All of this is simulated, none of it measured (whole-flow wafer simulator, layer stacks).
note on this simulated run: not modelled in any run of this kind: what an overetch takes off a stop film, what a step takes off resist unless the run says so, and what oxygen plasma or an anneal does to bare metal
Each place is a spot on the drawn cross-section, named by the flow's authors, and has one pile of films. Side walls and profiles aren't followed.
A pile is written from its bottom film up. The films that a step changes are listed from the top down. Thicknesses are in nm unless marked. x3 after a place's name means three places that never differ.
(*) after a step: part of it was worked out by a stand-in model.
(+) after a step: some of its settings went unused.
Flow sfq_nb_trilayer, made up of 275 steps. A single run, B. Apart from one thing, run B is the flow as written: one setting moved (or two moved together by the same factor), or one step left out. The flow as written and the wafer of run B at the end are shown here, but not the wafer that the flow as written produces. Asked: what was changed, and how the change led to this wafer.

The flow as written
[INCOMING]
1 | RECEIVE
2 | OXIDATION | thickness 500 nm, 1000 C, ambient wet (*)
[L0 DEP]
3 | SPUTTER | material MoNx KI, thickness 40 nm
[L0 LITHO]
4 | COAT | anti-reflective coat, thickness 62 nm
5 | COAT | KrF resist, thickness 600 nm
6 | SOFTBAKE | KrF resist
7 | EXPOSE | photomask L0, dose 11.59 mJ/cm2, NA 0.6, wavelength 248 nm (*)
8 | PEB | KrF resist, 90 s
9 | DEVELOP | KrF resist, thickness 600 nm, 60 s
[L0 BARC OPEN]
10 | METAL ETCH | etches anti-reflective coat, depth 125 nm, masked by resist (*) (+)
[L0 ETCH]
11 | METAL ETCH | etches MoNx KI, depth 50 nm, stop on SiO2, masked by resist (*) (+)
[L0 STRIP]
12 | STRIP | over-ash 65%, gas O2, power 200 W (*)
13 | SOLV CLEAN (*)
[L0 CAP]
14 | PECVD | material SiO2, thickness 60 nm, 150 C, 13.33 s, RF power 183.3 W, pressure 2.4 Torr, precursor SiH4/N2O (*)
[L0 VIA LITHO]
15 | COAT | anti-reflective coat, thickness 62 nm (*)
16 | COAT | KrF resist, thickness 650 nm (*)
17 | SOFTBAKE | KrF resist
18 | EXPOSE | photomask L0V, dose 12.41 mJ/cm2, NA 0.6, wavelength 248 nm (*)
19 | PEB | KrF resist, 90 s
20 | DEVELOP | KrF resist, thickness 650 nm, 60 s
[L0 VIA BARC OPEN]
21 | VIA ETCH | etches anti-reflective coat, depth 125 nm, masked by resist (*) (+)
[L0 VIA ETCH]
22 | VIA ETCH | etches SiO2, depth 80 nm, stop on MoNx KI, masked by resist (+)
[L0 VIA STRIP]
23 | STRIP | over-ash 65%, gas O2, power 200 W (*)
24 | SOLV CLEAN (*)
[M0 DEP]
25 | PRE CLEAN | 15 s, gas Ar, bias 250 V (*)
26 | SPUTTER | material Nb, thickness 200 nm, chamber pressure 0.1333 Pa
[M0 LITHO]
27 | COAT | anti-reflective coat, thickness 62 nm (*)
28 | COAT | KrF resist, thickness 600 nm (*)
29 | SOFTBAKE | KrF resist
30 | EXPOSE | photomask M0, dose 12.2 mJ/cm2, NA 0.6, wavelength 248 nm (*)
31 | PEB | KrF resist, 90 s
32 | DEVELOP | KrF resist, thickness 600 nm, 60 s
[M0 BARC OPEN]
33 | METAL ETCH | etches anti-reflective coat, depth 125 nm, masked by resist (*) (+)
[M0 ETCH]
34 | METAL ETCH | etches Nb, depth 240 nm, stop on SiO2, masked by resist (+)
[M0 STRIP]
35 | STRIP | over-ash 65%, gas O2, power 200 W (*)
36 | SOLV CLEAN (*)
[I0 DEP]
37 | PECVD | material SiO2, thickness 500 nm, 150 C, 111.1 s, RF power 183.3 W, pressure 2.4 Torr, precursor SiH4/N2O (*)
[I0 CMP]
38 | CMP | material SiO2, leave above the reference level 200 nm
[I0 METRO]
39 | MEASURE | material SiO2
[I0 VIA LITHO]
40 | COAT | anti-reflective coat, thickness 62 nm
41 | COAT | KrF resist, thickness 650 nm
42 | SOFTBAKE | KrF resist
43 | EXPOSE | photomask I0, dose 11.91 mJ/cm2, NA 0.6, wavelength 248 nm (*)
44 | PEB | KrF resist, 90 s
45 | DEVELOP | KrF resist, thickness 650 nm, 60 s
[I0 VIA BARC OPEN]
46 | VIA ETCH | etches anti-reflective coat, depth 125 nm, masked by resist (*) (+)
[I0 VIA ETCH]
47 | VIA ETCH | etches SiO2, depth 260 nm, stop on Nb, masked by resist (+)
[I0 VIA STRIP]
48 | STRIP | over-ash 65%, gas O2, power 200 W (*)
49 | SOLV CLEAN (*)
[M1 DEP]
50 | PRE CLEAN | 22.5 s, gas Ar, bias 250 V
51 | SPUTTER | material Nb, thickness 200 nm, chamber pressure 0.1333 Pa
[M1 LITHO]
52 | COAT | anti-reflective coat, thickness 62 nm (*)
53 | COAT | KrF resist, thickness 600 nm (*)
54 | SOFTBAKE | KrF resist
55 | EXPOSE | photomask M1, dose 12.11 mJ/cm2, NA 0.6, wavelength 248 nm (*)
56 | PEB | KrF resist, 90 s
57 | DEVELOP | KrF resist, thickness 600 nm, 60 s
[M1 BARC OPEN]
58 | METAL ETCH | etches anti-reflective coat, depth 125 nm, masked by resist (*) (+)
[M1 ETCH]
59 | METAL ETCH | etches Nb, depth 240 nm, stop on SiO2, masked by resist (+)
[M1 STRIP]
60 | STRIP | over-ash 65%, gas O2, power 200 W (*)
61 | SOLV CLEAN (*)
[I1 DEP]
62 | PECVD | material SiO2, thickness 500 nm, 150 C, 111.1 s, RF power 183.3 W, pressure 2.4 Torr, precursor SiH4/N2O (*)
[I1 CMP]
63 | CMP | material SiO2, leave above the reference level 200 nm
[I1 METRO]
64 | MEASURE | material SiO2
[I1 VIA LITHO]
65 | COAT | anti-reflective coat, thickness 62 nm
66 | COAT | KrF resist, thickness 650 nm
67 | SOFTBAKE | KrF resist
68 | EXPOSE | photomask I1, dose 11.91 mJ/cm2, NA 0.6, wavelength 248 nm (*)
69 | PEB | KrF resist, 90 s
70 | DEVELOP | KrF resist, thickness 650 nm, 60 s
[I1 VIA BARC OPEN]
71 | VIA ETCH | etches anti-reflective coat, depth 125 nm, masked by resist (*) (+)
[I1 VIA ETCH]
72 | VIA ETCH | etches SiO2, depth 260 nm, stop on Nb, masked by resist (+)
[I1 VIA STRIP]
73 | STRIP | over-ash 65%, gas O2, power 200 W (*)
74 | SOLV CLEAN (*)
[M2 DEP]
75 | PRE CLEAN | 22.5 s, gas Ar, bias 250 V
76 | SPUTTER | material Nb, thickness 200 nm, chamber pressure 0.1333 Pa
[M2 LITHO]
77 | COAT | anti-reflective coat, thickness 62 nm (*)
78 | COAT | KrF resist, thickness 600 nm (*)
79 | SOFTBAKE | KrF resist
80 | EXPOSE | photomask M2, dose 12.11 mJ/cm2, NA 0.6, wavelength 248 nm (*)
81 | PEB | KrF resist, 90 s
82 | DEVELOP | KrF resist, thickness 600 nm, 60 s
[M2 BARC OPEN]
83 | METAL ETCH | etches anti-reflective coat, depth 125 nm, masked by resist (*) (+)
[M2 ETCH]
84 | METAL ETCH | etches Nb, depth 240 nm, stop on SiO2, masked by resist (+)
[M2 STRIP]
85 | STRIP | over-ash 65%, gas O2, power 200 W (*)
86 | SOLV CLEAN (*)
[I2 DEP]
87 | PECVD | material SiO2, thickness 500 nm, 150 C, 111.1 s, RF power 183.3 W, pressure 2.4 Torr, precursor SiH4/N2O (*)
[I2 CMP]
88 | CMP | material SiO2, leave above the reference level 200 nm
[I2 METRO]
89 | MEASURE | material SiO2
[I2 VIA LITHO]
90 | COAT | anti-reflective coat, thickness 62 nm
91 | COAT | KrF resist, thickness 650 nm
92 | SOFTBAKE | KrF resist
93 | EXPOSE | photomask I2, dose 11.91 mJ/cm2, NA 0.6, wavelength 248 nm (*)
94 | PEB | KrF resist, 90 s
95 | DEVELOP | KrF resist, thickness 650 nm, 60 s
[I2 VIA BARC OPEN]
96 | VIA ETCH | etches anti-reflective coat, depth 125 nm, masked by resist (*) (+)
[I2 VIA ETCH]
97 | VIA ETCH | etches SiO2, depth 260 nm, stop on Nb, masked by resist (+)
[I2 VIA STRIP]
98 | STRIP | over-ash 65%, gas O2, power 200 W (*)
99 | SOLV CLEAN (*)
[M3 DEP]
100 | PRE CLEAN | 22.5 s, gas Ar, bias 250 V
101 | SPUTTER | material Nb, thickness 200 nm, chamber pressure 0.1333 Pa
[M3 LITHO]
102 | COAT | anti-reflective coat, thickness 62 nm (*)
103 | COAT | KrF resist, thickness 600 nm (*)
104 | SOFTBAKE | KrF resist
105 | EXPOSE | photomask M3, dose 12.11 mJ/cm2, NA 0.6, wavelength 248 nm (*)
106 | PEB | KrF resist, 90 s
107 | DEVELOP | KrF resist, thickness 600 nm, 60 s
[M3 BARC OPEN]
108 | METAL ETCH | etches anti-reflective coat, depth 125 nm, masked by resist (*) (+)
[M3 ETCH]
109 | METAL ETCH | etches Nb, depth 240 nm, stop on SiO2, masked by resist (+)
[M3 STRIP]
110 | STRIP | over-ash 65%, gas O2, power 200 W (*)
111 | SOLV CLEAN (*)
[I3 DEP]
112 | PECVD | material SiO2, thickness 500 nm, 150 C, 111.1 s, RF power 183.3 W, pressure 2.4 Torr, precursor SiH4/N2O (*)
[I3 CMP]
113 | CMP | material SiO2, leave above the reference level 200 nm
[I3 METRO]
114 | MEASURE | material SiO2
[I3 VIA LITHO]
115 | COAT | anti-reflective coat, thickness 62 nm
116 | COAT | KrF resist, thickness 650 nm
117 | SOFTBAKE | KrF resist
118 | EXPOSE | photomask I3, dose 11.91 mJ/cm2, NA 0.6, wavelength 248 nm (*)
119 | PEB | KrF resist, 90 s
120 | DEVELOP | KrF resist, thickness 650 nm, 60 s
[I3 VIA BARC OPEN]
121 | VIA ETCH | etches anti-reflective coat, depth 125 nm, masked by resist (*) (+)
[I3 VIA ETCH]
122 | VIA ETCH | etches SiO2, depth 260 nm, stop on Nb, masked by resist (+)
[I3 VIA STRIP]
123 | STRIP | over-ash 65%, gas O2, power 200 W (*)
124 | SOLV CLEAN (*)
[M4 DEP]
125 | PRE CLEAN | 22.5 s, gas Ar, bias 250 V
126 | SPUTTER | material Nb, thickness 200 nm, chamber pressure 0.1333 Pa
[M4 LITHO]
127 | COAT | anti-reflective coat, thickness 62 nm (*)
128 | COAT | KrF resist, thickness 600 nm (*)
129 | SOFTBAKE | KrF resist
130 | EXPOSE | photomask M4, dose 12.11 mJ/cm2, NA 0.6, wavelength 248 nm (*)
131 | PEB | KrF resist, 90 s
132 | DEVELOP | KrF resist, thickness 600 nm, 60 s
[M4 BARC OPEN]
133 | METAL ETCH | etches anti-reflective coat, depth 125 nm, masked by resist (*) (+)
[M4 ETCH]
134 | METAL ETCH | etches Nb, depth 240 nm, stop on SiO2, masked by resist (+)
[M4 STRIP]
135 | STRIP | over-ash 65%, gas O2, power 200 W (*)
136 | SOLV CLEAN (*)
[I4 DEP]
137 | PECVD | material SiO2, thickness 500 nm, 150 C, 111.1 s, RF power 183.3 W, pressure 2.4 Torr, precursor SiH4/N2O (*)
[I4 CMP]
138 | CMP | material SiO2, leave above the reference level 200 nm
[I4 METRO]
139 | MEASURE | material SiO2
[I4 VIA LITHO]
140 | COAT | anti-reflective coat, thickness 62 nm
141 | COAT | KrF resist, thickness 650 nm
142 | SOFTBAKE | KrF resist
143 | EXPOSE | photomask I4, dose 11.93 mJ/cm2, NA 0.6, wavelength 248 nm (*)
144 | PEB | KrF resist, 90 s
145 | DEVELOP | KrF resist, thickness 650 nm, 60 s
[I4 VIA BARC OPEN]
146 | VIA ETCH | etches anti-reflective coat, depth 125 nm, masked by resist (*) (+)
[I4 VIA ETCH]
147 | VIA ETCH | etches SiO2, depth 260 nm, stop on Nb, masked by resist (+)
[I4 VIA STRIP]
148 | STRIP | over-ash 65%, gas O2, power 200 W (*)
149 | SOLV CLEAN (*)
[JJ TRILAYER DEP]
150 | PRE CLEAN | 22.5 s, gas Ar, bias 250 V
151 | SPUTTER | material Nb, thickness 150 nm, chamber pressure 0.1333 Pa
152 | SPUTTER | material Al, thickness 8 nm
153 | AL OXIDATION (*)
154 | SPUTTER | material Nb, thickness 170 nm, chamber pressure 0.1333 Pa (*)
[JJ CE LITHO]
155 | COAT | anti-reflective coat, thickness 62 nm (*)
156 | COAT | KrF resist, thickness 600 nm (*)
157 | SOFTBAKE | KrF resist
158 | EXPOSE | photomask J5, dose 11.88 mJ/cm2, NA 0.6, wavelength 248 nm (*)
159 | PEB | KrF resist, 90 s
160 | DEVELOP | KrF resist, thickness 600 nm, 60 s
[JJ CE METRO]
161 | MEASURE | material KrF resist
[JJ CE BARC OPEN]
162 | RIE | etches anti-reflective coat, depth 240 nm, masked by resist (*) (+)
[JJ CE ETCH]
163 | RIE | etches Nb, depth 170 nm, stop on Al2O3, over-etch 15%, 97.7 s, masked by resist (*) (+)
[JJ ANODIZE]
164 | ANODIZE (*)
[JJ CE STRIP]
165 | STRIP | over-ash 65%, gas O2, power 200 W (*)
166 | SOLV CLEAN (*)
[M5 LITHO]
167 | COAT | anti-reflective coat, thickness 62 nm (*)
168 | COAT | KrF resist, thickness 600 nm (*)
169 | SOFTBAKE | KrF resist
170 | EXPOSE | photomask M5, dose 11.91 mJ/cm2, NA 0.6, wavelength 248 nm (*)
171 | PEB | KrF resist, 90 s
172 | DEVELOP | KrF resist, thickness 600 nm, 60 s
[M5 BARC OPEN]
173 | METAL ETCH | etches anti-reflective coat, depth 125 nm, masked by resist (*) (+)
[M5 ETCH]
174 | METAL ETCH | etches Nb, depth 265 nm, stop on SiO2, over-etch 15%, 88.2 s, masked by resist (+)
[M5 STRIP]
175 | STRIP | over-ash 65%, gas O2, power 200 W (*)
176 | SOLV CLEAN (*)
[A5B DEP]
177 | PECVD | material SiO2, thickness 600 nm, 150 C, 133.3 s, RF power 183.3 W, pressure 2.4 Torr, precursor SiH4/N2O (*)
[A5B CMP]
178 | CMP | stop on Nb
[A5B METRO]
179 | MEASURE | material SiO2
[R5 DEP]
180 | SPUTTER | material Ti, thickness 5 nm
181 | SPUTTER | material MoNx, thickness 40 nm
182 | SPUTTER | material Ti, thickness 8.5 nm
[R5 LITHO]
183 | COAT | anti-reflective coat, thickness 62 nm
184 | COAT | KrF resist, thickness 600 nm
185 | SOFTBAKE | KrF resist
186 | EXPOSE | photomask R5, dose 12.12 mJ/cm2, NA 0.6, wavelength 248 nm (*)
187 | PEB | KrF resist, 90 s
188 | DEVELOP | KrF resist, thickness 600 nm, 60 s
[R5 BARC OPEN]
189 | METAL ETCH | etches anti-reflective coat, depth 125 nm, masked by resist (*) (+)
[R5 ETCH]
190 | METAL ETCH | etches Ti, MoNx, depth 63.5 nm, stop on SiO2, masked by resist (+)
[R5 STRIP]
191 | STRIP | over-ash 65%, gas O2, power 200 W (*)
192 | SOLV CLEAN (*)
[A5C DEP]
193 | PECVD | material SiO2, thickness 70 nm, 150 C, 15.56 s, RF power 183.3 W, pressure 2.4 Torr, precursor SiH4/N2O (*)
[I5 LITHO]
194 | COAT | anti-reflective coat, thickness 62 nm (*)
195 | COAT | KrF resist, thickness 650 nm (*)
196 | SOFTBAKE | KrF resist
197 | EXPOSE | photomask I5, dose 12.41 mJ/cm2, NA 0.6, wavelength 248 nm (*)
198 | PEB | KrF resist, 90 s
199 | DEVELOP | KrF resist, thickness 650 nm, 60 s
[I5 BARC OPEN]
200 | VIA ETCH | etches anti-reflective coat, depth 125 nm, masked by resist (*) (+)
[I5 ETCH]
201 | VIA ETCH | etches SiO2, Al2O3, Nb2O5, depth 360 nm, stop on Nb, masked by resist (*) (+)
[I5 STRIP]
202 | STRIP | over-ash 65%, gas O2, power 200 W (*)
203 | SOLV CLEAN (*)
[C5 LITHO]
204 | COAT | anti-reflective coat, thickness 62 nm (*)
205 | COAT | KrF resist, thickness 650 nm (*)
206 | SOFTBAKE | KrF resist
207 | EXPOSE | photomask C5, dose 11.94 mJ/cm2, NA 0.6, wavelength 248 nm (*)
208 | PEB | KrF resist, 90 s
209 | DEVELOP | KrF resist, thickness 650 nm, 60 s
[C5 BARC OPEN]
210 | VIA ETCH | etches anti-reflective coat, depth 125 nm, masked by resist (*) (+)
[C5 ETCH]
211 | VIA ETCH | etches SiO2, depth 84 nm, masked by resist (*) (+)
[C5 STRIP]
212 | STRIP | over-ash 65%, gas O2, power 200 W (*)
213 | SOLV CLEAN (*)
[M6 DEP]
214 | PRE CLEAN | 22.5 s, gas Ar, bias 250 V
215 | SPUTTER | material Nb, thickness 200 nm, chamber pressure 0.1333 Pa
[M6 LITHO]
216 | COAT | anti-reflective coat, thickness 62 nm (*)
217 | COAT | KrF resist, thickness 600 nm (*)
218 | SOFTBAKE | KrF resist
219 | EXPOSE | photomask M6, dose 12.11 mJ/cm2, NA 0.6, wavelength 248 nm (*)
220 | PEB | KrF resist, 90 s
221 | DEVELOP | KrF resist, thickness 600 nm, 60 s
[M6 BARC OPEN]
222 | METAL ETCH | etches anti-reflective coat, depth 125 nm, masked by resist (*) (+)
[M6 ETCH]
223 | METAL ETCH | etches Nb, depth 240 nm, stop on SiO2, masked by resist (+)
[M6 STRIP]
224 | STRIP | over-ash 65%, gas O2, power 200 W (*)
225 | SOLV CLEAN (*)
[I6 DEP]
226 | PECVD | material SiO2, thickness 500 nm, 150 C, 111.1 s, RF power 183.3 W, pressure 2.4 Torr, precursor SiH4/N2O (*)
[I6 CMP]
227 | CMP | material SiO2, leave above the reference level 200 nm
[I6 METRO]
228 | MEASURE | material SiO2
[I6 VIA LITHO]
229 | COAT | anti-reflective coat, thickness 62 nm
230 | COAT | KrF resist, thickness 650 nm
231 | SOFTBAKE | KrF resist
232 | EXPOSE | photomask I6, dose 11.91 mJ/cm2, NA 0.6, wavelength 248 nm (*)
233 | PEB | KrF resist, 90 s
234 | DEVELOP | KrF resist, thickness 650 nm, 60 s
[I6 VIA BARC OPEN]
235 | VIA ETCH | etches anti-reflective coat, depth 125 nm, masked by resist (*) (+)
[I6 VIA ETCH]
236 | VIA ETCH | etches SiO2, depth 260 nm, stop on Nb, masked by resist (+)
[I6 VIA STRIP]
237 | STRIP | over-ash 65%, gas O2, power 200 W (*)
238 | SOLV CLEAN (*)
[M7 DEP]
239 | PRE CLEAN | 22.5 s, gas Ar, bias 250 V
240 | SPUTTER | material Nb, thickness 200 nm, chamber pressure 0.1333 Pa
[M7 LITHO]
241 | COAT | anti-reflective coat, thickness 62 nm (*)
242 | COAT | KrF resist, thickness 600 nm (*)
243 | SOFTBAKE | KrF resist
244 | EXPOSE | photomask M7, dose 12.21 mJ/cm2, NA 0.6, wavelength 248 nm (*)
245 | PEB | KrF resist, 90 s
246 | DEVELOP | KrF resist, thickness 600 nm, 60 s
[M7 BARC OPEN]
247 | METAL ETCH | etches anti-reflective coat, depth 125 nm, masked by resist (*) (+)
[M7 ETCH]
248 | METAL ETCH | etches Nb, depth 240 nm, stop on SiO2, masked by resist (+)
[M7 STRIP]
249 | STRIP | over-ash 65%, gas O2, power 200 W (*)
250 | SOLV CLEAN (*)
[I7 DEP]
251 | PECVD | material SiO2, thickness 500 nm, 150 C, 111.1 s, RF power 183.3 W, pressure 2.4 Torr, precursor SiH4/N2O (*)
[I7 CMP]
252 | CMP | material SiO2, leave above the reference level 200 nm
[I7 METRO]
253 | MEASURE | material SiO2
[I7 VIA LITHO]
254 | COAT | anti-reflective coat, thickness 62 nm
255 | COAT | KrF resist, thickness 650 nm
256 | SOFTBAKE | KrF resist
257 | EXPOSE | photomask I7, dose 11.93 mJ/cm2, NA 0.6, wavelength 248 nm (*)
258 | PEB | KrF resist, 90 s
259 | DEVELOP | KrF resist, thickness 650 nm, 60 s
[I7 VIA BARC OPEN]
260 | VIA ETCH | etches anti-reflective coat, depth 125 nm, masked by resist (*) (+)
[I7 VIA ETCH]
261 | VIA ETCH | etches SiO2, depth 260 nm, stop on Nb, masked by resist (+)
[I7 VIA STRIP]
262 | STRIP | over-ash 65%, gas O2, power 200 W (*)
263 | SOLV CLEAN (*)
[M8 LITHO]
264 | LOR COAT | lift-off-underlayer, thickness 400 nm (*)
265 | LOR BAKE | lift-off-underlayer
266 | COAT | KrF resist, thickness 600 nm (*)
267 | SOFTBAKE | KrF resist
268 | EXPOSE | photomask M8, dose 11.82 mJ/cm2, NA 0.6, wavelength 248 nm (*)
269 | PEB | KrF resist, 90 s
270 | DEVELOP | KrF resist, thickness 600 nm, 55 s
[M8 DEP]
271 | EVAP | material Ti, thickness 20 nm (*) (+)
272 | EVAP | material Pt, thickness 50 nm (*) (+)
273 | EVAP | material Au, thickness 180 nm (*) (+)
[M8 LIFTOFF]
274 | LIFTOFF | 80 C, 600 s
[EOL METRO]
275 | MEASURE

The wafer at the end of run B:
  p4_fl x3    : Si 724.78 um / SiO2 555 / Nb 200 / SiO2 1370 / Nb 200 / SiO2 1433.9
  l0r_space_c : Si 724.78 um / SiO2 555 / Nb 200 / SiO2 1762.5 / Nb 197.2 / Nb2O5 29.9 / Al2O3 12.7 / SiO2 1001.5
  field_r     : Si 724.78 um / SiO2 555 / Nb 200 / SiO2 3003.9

Cause: step 151, SPUTTER: thickness 208 nm was run, though the flow has thickness 150 nm.

The path from the change to this, step by step:
  151 | SPUTTER | material Nb, thickness 150 nm, chamber pressure 0.1333 Pa
      field_l, v_sur, via_sp and 100 more: Nb gains 208 (new film) (as written it would have been: Nb gains 150 (new film))
      via_wl, via_w, via_wr: Nb gains 181.5 (as written it would have been: Nb gains 130.4)
  154 | SPUTTER | material Nb, thickness 170 nm, chamber pressure 0.1333 Pa (*)
      via_wl, via_wr: Nb gains 137.5 (new film) (as written it would have been: Nb gains 140.7 (new film))
      via_w: Nb gains 137.8 (new film) (as written it would have been: Nb gains 141 (new film))
  155 | COAT | anti-reflective coat, thickness 62 nm (*)
      via_wl, via_wr: anti-reflective coat gains 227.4 (new film) (as written it would have been: anti-reflective coat gains 209.4 (new film))
      via_w: anti-reflective coat gains 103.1 (new film) (as written it would have been: anti-reflective coat gains 97.4 (new film))
  162 | RIE | etches anti-reflective coat, depth 240 nm, masked by resist (*) (+)
      ce_l, c5j, ce_r, wl_jj: KrF resist loses 227.4 (as written it would have been: KrF resist loses 209.4)
      via_wl, via_wr: anti-reflective coat loses 227.4 (all of it) (as written it would have been: anti-reflective coat loses 209.4 (all of it))
      (and at 1 other place as well)
  163 | RIE | etches Nb, depth 170 nm, stop on Al2O3, over-etch 15%, 97.7 s, masked by resist (*) (+)
      via_wl, via_wr: Nb loses 137.5 (all of it), Al2O3 loses 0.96 (all of it) (as written it would have been: Nb loses 140.7 (all of it), Al2O3 loses 0.96 (all of it))
      via_w: Nb loses 137.8 (all of it), Al2O3 loses 0.96 (all of it) (as written it would have been: Nb loses 141 (all of it), Al2O3 loses 0.96 (all of it))
  164 | ANODIZE (*)
      via_wl, via_wr: Al2O3 gains 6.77 (new film), Nb2O5 gains 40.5 (new film), Al loses 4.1 (all of it), Nb loses 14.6 (as written it would have been: Al2O3 gains 7.52 (new film), Nb2O5 gains 39.2 (new film), Al loses 4.56 (all of it), Nb loses 14.1)
      via_w: Al2O3 gains 10.4 (new film), Nb2O5 gains 34 (new film), Al loses 6.33 (all of it), Nb loses 12.2 (as written it would have been: Al2O3 gains 10.8 (new film), Nb2O5 gains 33.3 (new film), Al loses 6.54 (all of it), Nb loses 12)
  165 | STRIP | over-ash 65%, gas O2, power 200 W (*)
      ce_l: KrF resist loses 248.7 (all of it), anti-reflective coat loses 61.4 (all of it) (as written it would have been: KrF resist loses 266.8 (all of it), anti-reflective coat loses 61.4 (all of it))
      c5j: KrF resist loses 248.8 (all of it), anti-reflective coat loses 61.5 (all of it) (as written it would have been: KrF resist loses 266.9 (all of it), anti-reflective coat loses 61.5 (all of it))
      (and at 2 other places as well)
  167 | COAT | anti-reflective coat, thickness 62 nm (*)
      v_sur: anti-reflective coat gains 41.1 (new film) (as written it would have been: anti-reflective coat gains 44.9 (new film))
      via_wl: anti-reflective coat gains 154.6 (new film) (as written it would have been: anti-reflective coat gains 170.5 (new film))
      (and at 3 other places as well)
  168 | COAT | KrF resist, thickness 600 nm (*)
      via_wl: KrF resist gains 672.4 (new film) (as written it would have been: KrF resist gains 656 (new film))
      via_wr: KrF resist gains 673.3 (new film) (as written it would have been: KrF resist gains 656.6 (new film))
  174 | METAL ETCH | etches Nb, depth 265 nm, stop on SiO2, over-etch 15%, 88.2 s, masked by resist (+)
      field_l, r_sur, res and 49 more: Al2O3 loses 12.6 (all of it), Nb2O5 loses 29.9 (all of it), Nb loses 197.2 (all of it), SiO2 loses 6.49 (as written it would have been: Al2O3 loses 12.6 (all of it), Nb2O5 loses 29.9 (all of it), Nb loses 139.2 (all of it), SiO2 loses 12.3)
      wl_a_sl: Al2O3 loses 12.6 (all of it), Nb2O5 loses 29.9 (all of it), Nb loses 197.2 (all of it), SiO2 loses 6.5 (as written it would have been: Al2O3 loses 12.6 (all of it), Nb2O5 loses 29.9 (all of it), Nb loses 139.2 (all of it), SiO2 loses 12.3)
  175 | STRIP | over-ash 65%, gas O2, power 200 W (*)
      v_sur: KrF resist loses 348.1 (all of it), anti-reflective coat loses 41.1 (all of it) (as written it would have been: KrF resist loses 349.2 (all of it), anti-reflective coat loses 44.9 (all of it))
      via_wl: KrF resist loses 443.4 (all of it), anti-reflective coat loses 154.6 (all of it) (as written it would have been: KrF resist loses 427 (all of it), anti-reflective coat loses 170.5 (all of it))
      (and at 3 other places as well)
  178 | CMP | stop on Nb
      field_l, p4_fl x3, p4_w1 x3 and 35 more: SiO2 loses 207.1 (as written it would have been: SiO2 loses 259.3)
      r_sur, res, r_end, moat, field_r, lsp_l: SiO2 loses 198.2 (as written it would have been: SiO2 loses 252.3)
      (and at 8 other places as well)
